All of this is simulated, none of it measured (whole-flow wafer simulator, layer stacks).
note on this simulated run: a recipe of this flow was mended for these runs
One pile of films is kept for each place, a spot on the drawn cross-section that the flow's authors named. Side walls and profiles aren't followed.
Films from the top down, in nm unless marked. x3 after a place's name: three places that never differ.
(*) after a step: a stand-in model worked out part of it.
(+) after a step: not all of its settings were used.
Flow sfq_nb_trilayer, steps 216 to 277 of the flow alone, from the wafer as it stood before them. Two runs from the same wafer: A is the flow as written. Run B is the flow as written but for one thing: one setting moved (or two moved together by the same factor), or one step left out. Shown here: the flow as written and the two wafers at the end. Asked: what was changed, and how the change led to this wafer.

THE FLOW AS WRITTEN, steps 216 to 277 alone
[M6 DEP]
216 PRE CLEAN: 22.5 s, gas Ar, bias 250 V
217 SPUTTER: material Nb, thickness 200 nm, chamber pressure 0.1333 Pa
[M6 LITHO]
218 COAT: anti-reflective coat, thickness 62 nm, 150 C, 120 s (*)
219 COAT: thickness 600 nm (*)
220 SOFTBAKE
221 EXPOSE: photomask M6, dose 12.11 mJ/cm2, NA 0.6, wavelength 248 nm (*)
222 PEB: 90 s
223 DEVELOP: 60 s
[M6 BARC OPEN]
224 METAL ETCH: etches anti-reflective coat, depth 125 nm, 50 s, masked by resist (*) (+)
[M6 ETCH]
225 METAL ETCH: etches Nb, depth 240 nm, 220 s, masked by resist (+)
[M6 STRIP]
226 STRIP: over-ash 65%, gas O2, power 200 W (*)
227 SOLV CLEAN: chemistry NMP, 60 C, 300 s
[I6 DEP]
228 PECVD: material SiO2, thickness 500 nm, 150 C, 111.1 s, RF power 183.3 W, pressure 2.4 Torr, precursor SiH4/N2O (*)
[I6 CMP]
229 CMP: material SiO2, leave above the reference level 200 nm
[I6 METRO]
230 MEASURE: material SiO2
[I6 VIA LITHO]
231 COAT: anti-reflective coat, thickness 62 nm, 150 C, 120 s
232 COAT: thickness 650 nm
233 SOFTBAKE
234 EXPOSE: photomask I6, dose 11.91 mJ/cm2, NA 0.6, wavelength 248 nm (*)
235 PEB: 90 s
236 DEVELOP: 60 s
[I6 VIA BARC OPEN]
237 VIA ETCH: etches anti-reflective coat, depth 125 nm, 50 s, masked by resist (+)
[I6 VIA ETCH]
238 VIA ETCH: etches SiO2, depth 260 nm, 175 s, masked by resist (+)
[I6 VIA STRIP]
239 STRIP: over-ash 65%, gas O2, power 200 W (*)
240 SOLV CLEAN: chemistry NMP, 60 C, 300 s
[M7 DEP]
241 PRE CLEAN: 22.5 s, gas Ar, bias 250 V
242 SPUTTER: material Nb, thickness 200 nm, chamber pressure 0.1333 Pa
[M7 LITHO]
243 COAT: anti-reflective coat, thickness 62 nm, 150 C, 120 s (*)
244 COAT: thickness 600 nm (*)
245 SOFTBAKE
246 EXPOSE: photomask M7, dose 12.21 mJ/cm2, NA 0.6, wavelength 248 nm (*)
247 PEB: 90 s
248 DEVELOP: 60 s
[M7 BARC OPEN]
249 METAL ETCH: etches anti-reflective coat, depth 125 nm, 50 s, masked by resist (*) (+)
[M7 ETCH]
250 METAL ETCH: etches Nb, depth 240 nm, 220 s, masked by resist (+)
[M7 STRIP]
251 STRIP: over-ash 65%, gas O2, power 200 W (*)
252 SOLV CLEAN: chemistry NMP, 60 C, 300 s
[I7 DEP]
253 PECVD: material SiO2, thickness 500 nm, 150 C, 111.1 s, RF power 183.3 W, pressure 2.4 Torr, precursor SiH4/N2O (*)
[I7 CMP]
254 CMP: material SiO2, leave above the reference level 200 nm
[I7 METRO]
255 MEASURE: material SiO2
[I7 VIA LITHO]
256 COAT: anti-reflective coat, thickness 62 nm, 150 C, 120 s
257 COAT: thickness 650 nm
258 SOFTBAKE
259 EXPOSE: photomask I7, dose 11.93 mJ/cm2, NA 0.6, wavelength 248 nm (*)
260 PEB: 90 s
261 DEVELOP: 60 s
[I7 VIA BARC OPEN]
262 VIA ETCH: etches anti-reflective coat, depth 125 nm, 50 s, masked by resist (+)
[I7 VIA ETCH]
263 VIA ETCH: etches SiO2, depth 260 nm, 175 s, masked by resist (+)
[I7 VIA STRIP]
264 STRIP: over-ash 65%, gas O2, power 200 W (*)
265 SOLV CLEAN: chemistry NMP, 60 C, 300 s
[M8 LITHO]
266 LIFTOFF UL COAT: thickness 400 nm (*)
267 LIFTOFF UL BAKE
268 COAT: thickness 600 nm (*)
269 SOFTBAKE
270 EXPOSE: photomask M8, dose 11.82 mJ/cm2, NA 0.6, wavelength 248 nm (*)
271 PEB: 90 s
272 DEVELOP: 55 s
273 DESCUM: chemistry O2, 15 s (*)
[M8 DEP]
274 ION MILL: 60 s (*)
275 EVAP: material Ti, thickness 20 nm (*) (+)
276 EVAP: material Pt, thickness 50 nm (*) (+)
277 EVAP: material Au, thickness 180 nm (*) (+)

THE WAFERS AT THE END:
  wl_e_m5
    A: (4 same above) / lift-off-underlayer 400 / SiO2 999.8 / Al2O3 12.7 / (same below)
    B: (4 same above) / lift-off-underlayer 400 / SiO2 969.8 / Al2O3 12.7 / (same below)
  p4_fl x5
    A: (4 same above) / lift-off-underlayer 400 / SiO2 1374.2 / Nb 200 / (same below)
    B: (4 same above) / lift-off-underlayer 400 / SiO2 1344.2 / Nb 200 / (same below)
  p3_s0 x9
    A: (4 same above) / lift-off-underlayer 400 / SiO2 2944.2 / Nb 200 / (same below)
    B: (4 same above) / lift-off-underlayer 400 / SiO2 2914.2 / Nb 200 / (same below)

The cause: step 217, SPUTTER: thickness 170 nm was run, where the flow has thickness 200 nm.

How the change led to this, step by step:
  217 SPUTTER: material Nb, thickness 200 nm, chamber pressure 0.1333 Pa
      field_l, v_sur, via_wl and 100 more: A Nb +200 (new film) | B Nb +170 (new film)
      be: A Nb +145.8 | B Nb +124.2
      (and at 2 more places)
  225 METAL ETCH: etches Nb, depth 240 nm, 220 s, masked by resist (+)
      field_l, gap, moat and 76 more: A Nb -200 (all of it), SiO2 -4 | B Nb -170 (all of it), SiO2 -7
  228 PECVD: material SiO2, thickness 500 nm, 150 C, 111.1 s, RF power 183.3 W, pressure 2.4 Torr, precursor SiH4/N2O (*)
      gap, wl_a_sl, m6r_space_l x2: A SiO2 +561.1 | B SiO2 +534.1
  229 CMP: material SiO2, leave above the reference level 200 nm
      field_l, p4_fl x5, p4_w1 x9 and 47 more: A SiO2 -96 | B SiO2 -123
      moat, field_r, lsp_l, ln_m5, lsp_m: A SiO2 -89.5 | B SiO2 -117.3
      (and at 8 more places)
